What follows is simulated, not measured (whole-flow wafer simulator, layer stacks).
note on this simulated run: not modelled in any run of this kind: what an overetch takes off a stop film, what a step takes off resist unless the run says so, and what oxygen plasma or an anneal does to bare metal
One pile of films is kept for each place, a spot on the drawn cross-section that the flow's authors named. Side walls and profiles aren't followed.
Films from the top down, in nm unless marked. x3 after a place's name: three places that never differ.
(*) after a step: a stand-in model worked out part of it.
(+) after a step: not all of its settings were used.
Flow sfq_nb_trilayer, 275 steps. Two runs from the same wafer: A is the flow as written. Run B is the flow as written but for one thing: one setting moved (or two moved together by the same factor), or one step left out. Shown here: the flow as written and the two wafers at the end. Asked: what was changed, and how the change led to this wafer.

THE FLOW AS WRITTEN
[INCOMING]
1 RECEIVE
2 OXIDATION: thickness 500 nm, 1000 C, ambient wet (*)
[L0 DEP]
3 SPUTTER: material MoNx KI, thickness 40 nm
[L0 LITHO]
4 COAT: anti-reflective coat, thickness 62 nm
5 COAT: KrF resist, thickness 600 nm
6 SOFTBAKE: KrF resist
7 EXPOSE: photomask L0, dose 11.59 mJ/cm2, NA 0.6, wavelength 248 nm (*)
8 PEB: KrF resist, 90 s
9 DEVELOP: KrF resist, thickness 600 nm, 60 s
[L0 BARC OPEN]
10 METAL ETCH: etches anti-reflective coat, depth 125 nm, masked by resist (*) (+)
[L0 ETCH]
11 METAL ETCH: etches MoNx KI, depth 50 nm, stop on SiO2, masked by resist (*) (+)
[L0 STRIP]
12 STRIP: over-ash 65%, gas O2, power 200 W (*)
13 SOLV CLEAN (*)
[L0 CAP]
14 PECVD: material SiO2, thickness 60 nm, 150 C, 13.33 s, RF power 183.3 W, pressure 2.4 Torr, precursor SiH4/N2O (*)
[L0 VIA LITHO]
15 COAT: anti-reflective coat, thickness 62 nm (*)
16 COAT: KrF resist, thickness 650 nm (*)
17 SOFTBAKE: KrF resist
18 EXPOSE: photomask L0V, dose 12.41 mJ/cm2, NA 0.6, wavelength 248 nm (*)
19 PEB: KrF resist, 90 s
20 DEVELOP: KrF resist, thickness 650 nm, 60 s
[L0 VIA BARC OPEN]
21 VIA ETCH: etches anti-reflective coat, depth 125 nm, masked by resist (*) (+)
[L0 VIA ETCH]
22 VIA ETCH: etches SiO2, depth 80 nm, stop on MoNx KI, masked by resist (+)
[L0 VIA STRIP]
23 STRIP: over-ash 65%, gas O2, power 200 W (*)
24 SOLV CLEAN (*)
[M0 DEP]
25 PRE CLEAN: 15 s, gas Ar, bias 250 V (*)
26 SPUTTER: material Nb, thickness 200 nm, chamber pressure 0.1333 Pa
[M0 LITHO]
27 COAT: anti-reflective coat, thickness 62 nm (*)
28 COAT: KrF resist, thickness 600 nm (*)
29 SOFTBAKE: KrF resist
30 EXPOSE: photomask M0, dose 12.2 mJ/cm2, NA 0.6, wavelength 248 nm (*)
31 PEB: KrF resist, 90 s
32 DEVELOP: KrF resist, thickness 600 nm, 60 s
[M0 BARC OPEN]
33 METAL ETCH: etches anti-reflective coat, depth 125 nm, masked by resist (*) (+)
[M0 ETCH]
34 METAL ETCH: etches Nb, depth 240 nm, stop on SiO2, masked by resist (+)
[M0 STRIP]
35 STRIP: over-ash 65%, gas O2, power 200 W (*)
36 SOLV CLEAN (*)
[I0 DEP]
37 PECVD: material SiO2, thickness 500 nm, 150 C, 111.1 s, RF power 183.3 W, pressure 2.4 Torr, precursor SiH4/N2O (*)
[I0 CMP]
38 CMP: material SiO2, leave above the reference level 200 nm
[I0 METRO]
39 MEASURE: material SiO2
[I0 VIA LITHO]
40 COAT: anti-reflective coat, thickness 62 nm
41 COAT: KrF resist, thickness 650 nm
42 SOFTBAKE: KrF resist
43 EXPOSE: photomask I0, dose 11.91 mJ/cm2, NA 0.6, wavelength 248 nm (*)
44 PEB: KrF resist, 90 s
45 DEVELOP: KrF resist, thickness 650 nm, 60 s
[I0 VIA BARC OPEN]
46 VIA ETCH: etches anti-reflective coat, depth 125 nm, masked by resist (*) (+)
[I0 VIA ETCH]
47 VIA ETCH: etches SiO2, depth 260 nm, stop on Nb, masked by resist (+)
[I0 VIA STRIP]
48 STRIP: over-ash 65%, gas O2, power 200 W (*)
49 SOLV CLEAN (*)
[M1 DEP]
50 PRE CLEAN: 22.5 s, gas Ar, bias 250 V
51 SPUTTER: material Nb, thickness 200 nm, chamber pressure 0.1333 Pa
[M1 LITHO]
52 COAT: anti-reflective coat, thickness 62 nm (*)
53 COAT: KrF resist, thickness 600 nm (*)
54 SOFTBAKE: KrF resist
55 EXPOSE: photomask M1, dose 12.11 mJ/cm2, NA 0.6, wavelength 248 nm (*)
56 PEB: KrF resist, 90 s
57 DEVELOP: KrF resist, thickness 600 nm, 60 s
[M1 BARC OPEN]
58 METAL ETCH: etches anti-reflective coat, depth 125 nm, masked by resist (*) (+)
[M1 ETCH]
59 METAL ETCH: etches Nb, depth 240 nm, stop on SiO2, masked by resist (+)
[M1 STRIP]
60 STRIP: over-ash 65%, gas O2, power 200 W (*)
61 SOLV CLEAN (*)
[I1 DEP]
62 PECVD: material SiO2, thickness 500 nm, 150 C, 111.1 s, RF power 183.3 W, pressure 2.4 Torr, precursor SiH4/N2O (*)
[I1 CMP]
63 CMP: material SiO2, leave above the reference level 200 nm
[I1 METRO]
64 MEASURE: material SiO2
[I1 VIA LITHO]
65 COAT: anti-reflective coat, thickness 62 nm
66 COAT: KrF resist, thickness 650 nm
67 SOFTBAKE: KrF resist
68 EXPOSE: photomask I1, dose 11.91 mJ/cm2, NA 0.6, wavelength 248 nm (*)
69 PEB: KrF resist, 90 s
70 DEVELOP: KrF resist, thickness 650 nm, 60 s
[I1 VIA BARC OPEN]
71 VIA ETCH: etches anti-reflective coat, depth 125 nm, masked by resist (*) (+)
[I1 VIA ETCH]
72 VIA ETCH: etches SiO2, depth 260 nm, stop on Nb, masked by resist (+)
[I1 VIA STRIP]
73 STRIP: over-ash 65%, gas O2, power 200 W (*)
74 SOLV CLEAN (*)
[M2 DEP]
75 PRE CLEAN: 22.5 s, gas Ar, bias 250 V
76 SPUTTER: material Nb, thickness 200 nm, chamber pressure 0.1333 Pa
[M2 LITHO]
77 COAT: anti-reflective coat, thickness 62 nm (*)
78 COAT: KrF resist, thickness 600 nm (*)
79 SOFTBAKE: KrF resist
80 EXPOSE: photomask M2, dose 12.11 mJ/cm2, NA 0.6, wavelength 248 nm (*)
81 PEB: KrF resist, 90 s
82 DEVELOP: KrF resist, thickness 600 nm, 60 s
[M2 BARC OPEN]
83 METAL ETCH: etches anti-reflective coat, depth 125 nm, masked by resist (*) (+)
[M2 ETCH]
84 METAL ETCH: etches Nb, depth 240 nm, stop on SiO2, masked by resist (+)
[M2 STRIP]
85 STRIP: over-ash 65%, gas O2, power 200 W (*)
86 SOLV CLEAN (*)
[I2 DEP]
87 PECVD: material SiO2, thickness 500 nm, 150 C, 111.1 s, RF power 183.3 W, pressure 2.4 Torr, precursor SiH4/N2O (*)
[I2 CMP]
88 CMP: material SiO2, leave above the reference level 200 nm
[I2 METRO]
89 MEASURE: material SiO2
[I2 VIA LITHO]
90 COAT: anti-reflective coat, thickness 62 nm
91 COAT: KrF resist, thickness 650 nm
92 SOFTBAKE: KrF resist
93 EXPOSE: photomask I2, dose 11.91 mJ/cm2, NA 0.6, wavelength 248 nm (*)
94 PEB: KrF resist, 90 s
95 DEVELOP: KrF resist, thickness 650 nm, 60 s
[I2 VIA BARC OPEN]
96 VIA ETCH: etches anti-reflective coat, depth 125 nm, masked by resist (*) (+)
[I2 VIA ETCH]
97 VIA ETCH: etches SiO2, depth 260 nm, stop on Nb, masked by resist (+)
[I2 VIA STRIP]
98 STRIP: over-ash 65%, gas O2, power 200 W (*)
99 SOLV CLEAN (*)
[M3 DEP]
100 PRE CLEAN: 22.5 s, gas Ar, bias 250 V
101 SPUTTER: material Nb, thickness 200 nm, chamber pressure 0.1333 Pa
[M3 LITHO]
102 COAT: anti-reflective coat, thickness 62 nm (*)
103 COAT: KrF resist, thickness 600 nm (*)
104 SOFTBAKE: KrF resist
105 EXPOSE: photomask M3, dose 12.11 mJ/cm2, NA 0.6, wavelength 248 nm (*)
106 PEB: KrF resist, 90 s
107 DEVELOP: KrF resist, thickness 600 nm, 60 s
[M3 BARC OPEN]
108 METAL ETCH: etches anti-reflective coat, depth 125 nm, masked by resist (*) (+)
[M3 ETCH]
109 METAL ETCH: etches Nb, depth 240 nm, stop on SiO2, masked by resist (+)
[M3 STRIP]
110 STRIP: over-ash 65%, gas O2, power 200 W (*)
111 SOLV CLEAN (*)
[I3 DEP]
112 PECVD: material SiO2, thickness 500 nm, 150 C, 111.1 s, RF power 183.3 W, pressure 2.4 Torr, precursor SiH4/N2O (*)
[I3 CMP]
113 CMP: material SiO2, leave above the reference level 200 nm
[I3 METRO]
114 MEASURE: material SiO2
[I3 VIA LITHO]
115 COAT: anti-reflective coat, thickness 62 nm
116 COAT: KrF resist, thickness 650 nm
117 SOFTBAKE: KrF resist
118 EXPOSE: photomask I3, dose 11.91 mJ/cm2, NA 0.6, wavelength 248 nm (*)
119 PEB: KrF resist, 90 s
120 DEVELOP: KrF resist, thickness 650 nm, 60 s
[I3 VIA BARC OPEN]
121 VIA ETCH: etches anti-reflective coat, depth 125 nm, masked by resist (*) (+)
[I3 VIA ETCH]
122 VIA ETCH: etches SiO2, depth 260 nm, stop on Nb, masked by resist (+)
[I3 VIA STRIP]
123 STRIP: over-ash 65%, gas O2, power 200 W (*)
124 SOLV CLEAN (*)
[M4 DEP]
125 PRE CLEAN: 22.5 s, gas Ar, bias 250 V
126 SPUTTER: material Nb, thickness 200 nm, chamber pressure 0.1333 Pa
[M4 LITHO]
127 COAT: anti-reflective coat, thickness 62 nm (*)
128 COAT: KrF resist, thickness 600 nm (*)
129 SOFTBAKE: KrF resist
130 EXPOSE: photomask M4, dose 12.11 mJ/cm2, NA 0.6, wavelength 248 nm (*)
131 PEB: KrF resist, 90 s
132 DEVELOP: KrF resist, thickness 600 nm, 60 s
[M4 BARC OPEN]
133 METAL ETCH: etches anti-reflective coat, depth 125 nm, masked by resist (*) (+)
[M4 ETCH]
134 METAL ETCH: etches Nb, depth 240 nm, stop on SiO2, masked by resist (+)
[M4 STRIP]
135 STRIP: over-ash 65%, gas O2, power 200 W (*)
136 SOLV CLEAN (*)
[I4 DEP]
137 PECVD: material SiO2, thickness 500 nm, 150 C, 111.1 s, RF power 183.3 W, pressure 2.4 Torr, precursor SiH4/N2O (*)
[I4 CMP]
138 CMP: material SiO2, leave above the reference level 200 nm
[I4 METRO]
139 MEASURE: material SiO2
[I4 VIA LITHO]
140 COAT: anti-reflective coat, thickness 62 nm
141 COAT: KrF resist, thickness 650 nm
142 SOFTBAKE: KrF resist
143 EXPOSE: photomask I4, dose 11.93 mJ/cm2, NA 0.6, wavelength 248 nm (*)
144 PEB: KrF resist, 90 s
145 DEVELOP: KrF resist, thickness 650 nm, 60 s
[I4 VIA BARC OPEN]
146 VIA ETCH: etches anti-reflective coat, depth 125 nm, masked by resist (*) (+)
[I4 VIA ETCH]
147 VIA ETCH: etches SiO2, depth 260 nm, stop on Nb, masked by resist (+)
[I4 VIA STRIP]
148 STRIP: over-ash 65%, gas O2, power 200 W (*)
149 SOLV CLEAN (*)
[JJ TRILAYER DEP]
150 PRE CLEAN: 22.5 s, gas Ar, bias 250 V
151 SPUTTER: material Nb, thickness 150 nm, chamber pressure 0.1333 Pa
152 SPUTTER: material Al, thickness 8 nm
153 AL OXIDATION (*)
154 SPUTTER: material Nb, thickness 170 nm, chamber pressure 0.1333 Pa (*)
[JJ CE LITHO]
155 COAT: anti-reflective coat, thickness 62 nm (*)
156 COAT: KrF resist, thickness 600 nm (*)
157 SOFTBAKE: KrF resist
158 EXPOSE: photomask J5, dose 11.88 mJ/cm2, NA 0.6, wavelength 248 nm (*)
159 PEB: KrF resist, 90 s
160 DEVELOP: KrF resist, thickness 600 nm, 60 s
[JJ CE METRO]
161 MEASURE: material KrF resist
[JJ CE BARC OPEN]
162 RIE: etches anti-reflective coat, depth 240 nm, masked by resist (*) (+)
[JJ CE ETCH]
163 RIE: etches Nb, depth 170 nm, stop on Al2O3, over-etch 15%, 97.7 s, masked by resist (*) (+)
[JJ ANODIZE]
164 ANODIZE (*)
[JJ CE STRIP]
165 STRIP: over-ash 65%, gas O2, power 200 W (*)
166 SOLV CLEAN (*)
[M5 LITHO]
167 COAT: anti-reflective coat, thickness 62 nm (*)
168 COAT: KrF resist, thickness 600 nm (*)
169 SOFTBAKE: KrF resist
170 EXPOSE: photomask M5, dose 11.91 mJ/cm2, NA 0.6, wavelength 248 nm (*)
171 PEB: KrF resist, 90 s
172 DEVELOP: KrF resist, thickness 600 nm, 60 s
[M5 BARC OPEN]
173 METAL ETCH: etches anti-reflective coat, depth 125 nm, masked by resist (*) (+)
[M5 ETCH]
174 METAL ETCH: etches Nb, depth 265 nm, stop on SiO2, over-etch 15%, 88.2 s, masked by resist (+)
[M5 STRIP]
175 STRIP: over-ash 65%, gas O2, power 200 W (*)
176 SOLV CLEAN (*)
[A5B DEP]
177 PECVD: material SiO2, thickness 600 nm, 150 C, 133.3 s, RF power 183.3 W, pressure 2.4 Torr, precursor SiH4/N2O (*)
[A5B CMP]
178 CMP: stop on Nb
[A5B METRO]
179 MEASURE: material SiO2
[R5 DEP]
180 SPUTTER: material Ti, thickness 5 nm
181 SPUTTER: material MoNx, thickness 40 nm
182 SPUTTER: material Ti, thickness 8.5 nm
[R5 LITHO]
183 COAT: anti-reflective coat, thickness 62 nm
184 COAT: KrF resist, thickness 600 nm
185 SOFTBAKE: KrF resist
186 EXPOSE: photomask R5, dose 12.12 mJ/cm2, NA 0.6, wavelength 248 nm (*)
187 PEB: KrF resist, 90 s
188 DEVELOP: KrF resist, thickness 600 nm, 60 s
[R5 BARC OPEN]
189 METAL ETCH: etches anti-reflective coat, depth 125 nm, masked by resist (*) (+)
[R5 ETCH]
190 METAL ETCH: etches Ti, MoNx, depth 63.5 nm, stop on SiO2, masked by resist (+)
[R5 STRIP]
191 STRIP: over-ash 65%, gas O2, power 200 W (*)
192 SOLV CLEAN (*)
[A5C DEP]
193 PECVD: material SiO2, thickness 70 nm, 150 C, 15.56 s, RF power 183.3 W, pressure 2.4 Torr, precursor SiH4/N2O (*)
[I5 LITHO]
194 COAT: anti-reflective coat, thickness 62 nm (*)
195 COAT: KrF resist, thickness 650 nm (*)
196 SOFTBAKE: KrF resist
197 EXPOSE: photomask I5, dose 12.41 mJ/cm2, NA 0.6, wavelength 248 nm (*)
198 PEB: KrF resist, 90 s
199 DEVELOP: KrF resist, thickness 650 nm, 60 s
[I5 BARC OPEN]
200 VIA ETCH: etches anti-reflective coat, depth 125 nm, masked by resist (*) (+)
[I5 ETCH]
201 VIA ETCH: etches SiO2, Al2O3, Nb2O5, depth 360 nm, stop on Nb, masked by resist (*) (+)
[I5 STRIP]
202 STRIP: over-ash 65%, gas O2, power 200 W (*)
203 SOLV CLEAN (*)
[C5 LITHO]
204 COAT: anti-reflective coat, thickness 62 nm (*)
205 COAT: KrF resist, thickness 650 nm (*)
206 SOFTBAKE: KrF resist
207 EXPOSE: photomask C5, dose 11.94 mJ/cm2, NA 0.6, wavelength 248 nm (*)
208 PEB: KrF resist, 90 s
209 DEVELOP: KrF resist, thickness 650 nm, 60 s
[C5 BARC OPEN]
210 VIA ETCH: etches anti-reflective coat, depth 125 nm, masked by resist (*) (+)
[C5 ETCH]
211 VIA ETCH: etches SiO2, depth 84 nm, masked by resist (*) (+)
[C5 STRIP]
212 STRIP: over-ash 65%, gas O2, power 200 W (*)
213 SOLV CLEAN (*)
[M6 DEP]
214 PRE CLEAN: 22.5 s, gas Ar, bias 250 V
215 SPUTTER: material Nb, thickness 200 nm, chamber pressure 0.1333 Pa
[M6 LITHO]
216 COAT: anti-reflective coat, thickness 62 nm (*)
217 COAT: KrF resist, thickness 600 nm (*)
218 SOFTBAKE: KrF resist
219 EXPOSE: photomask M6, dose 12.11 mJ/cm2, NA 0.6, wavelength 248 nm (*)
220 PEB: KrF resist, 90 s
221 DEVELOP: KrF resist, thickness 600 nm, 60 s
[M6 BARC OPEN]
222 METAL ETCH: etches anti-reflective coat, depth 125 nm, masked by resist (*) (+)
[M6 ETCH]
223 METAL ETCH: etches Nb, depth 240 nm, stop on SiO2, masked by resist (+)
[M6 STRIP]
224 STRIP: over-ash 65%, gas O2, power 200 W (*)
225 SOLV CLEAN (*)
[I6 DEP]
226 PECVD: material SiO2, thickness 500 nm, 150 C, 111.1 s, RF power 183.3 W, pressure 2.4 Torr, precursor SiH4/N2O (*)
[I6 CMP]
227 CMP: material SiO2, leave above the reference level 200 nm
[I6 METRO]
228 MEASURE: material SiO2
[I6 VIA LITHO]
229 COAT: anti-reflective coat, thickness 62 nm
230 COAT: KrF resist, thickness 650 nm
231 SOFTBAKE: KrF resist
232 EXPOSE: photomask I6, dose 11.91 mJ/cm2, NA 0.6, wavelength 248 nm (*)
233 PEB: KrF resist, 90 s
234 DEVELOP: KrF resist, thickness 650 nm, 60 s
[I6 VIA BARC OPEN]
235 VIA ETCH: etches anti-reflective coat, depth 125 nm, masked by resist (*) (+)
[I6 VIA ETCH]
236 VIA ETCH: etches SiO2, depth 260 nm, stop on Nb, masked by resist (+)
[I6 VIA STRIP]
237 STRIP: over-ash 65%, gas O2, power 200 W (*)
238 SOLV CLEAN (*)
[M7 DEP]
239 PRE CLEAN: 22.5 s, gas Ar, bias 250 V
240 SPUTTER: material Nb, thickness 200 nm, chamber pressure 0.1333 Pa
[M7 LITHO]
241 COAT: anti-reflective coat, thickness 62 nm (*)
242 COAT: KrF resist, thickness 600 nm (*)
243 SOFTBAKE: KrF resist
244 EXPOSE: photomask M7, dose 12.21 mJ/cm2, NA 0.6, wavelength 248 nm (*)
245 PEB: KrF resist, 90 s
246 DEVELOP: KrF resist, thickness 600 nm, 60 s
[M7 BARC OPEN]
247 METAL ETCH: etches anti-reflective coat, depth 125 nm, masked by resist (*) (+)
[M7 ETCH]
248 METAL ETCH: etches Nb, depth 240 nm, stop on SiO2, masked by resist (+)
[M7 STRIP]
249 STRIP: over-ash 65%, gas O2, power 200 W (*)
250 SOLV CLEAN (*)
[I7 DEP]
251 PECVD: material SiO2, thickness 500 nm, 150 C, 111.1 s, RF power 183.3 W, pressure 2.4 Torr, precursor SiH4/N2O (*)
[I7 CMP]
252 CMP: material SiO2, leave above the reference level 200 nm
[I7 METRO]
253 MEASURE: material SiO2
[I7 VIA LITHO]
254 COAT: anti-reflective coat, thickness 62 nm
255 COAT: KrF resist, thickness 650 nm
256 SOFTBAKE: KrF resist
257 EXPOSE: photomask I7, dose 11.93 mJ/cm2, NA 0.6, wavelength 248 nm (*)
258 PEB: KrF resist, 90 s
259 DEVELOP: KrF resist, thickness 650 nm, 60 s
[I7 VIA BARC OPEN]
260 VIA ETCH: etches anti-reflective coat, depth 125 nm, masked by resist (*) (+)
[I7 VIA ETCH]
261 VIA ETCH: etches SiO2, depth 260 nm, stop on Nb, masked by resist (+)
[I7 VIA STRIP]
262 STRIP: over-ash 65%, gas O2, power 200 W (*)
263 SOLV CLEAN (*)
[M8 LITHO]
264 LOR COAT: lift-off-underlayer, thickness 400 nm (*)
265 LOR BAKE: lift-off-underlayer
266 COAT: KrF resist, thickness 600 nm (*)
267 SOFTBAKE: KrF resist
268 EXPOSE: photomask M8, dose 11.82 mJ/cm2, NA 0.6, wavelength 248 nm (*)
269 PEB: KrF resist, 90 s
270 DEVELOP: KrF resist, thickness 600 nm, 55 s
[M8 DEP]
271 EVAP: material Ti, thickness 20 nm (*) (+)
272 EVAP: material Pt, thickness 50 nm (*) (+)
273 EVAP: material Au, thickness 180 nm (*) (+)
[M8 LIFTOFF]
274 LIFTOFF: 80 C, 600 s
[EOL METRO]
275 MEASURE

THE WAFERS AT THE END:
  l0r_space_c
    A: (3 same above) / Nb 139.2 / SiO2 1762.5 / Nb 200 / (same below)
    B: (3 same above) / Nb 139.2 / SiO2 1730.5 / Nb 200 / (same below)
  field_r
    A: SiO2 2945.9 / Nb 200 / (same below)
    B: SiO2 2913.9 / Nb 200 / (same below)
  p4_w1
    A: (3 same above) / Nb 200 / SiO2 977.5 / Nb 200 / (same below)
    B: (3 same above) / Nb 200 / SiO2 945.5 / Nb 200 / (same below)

The cause: step 63, CMP: leave above the reference level 168 nm was run, where the flow has leave above the reference level 200 nm.

How the change led to this, step by step:
  63 CMP: material SiO2, leave above the reference level 200 nm
      field_l, be, be_sur and 72 more: A SiO2 -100 | B SiO2 -132
      v_sur, via_wl, via_wr and 20 more: A SiO2 -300 | B SiO2 -332
      (and at 8 more places)
  72 VIA ETCH: etches SiO2, depth 260 nm, stop on Nb, masked by resist (+)
      field_l, v_sur, via_wl and 102 more: A KrF resist -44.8 | B KrF resist -43.4
      via_v: A SiO2 -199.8 (all of it) | B SiO2 -167.8 (all of it)
  76 SPUTTER: material Nb, thickness 200 nm, chamber pressure 0.1333 Pa
      via_v: A Nb +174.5 | B Nb +181.1
  77 COAT: anti-reflective coat, thickness 62 nm (*)
      via_v: A anti-reflective coat +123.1 (new film) | B anti-reflective coat +114.6 (new film)
  78 COAT: KrF resist, thickness 600 nm (*)
      via_v: A KrF resist +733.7 (new film) | B KrF resist +708.5 (new film)
  85 STRIP: over-ash 65%, gas O2, power 200 W (*)
      via_v: A KrF resist -515.8 (all of it), anti-reflective coat -123.1 (all of it) | B KrF resist -490.6 (all of it), anti-reflective coat -114.6 (all of it)
  87 PECVD: material SiO2, thickness 500 nm, 150 C, 111.1 s, RF power 183.3 W, pressure 2.4 Torr, precursor SiH4/N2O (*)
      via_v: A SiO2 +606 (new film) | B SiO2 +542.9 (new film)
  88 CMP: material SiO2, leave above the reference level 200 nm
      via_v: A SiO2 -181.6 | B SiO2 -157.1
